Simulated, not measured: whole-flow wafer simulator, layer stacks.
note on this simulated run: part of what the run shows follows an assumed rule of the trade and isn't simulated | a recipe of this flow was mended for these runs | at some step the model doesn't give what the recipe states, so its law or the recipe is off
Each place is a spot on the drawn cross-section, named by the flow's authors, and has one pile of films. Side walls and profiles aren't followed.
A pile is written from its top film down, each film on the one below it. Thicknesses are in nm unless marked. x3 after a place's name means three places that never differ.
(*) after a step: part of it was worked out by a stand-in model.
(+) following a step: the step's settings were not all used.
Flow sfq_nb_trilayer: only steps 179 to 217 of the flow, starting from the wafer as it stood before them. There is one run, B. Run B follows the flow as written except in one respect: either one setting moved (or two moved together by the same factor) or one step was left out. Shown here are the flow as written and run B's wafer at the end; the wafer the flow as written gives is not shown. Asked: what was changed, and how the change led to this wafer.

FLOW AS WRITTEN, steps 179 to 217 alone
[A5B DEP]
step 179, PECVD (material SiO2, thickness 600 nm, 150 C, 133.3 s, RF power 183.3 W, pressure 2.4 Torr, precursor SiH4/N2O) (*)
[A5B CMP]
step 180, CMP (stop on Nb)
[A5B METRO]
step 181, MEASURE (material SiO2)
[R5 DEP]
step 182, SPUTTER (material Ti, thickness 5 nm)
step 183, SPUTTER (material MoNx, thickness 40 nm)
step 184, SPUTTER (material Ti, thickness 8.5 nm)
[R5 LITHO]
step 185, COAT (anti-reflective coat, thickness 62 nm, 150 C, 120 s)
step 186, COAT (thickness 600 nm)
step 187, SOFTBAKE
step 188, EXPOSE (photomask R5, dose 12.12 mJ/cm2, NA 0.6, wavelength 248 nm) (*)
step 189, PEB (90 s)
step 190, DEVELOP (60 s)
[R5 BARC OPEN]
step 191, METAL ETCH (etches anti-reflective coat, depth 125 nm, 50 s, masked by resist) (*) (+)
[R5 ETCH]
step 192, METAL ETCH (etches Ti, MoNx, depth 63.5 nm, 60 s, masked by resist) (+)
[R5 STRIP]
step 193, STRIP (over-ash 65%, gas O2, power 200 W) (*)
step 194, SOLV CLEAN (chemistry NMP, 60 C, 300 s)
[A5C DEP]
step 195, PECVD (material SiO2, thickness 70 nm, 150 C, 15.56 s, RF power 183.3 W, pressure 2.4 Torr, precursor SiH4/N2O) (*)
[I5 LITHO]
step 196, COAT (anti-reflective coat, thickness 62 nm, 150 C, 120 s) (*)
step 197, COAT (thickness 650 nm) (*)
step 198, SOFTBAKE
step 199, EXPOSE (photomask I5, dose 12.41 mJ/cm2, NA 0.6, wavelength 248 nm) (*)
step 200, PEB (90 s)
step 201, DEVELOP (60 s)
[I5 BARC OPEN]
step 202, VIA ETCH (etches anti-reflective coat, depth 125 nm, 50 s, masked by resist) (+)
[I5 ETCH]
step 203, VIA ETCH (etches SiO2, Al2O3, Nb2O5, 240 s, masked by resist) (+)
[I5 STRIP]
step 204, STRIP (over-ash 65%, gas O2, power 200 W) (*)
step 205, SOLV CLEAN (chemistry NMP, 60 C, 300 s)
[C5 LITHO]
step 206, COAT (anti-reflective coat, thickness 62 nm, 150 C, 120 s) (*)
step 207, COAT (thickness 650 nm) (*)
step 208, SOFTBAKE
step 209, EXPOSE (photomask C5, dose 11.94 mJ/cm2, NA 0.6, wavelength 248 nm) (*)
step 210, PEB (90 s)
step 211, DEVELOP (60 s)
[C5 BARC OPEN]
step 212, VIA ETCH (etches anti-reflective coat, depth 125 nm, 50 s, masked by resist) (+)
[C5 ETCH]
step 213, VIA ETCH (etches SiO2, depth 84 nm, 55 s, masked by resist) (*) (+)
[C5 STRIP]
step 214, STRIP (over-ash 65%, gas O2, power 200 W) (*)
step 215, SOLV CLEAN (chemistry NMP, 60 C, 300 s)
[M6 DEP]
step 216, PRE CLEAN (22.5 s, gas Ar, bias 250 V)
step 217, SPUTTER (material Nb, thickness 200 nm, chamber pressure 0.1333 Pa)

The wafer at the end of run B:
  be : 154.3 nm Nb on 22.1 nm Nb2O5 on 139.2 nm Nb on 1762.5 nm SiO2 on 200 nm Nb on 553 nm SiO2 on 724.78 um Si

The reason: step 203, VIA ETCH: 154 s was run, while the flow as written has 240 s.

How this came from the change, step by step:
  step 203, VIA ETCH (etches SiO2, Al2O3, Nb2O5, 240 s, masked by resist) (+)
      be: -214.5 SiO2 (all of it), -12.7 Al2O3 (all of it), -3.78 Nb2O5 (in the flow as written it would be: -214.5 SiO2 (all of it), -12.7 Al2O3 (all of it), -29.9 Nb2O5 (all of it), -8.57 Nb)
      field_l, v_sur, via_wl and 102 more: -154 KrF-resist-other-grade (in the flow as written it would be: -240 KrF-resist-other-grade)
  step 204, STRIP (over-ash 65%, gas O2, power 200 W) (*)
      p4_fl x5, p4_w1 x9, p3_s0 x9, l0r_line_l x3, l0r_space_c x19, m0r_space_l x2: -401.7 KrF-resist-other-grade (all of it), -62 anti-reflective coat (all of it) (in the flow as written it would be: -315.7 KrF-resist-other-grade (all of it), -62 anti-reflective coat (all of it))
      wl_b_sl, wl_b_m5, wl_b_sr and 14 more: -401.6 KrF-resist-other-grade (all of it), -62 anti-reflective coat (all of it) (in the flow as written it would be: -315.6 KrF-resist-other-grade (all of it), -62 anti-reflective coat (all of it))
      (as well as at 41 more places)
  step 206, COAT (anti-reflective coat, thickness 62 nm, 150 C, 120 s) (*)
      be: +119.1 anti-reflective coat (new film) (in the flow as written it would be: +124.3 anti-reflective coat (new film))
  step 207, COAT (thickness 650 nm) (*)
      be: +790 KrF-resist-other-grade (new film) (in the flow as written it would be: +815 KrF-resist-other-grade (new film))
  step 214, STRIP (over-ash 65%, gas O2, power 200 W) (*)
      be: -680.8 KrF-resist-other-grade (all of it), -119.1 anti-reflective coat (all of it) (in the flow as written it would be: -705.8 KrF-resist-other-grade (all of it), -124.3 anti-reflective coat (all of it))
  step 216, PRE CLEAN (22.5 s, gas Ar, bias 250 V)
      be: -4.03 Nb2O5 (in the flow as written it would be: -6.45 Nb)
  step 217, SPUTTER (material Nb, thickness 200 nm, chamber pressure 0.1333 Pa)
      be: +154.3 Nb (new film) (in the flow as written it would be: +145.8 Nb)
If metal films that touch count as one body, be has 3 bodies (between them, from the top down: Nb2O5 22.1; SiO2 1762.5); the flow as written gives 2 bodies (between them, from the top down: SiO2 1762.5).
